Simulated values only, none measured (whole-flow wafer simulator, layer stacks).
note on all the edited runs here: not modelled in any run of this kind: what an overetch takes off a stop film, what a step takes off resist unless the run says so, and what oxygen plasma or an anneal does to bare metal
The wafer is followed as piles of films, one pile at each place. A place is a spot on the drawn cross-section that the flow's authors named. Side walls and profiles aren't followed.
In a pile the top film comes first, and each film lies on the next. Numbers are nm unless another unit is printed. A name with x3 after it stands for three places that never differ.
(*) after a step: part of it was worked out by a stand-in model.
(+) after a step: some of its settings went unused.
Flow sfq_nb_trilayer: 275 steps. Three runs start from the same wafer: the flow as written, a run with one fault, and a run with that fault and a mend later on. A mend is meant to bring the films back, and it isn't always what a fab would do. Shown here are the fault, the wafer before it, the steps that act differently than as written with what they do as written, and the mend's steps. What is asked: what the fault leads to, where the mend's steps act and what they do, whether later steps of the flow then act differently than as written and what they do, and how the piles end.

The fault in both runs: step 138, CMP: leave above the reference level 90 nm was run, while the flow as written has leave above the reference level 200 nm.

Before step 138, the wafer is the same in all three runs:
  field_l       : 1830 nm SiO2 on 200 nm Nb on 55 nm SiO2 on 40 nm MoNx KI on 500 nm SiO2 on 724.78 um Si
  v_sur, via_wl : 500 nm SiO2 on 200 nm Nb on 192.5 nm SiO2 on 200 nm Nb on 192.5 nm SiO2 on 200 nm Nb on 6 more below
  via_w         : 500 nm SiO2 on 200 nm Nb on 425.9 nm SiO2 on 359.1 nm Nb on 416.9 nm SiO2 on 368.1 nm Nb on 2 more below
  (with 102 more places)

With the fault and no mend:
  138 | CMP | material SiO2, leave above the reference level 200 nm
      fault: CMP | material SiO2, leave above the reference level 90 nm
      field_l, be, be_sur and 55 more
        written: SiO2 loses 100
        fault: SiO2 loses 210
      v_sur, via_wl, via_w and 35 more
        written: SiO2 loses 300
        fault: SiO2 loses 410
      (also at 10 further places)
  Steps later in the flow that act otherwise than as written (4 other steps are not shown; they differ only slightly, by no more than 2% or 0.5 nm, whichever is larger):
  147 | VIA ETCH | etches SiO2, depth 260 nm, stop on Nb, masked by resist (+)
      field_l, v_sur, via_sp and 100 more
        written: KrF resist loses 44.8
        fault: KrF resist loses 23.2
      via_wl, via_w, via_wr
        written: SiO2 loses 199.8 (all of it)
        fault: SiO2 loses 89.8 (all of it)
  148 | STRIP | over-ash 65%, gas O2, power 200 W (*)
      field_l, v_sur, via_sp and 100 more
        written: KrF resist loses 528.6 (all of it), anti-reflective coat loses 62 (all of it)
        fault: KrF resist loses 550.2 (all of it), anti-reflective coat loses 62 (all of it)
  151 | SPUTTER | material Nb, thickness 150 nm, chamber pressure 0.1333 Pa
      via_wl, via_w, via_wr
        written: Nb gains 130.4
        fault: Nb gains 143.3
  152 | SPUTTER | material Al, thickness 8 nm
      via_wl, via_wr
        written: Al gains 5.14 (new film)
        fault: Al gains 6.47 (new film)
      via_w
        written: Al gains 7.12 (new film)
        fault: Al gains 7.91 (new film)
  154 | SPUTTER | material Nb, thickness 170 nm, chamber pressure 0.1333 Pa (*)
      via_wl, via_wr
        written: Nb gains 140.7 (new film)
        fault: Nb gains 133.6 (new film)
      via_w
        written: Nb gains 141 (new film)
        fault: Nb gains 168.6 (new film)
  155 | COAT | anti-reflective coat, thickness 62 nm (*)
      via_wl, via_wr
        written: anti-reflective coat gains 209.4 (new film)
        fault: anti-reflective coat gains 150.7 (new film)
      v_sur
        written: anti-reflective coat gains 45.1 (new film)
        fault: anti-reflective coat gains 51 (new film)
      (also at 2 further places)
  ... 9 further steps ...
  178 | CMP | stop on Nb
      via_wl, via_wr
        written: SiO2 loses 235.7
        fault: SiO2 loses 358.3
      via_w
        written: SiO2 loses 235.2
        fault: SiO2 loses 357.9
  By the end, the piles at field_l, v_sur, via_wl and 103 more depart from the flow's by more than 2% or 0.5 nm, whichever is larger.
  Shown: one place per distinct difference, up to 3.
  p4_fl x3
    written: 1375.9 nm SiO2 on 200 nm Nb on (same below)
    fault: 1265.9 nm SiO2 on 200 nm Nb on (same below)
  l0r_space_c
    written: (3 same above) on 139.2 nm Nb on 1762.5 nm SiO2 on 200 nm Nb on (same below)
    fault: (3 same above) on 139.2 nm Nb on 1652.5 nm SiO2 on 200 nm Nb on (same below)
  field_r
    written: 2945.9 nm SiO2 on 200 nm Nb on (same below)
    fault: 2835.9 nm SiO2 on 200 nm Nb on (same below)

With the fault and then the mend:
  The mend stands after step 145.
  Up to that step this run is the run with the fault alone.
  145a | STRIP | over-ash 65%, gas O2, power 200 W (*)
      field_l, v_sur, via_sp and 100 more
        KrF resist loses 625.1 (all of it), anti-reflective coat loses 62 (all of it)
      via_wl, via_w, via_wr
        anti-reflective coat loses 62 (all of it)
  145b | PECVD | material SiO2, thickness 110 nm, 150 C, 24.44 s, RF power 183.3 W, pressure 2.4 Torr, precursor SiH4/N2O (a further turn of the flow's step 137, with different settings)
      field_l, v_sur, via_wl and 103 more
        SiO2 gains 110
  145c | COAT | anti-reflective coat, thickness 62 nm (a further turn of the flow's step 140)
      field_l, v_sur, via_wl and 103 more
        anti-reflective coat gains 62 (new film)
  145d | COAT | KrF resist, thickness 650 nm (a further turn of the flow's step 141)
      field_l, v_sur, via_wl and 103 more
        KrF resist gains 650 (new film)
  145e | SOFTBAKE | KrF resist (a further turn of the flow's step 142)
      alters no film at any place that is followed
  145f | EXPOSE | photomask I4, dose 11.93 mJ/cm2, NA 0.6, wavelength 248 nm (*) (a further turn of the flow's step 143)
      alters no film at any place that is followed
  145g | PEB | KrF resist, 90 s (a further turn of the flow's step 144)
      field_l, v_sur, via_wl and 103 more
        KrF resist loses 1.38
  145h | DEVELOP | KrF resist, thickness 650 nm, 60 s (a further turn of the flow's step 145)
      field_l, v_sur, via_sp and 100 more
        KrF resist loses 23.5
      via_wl, via_w, via_wr
        KrF resist loses 648.6 (all of it)
  Later steps of the flow that are run all act as written at every place that is followed, up to a difference of at most 2% or 0.5 nm, whichever is larger.
  The piles end the same as the flow's at every place that both follow.
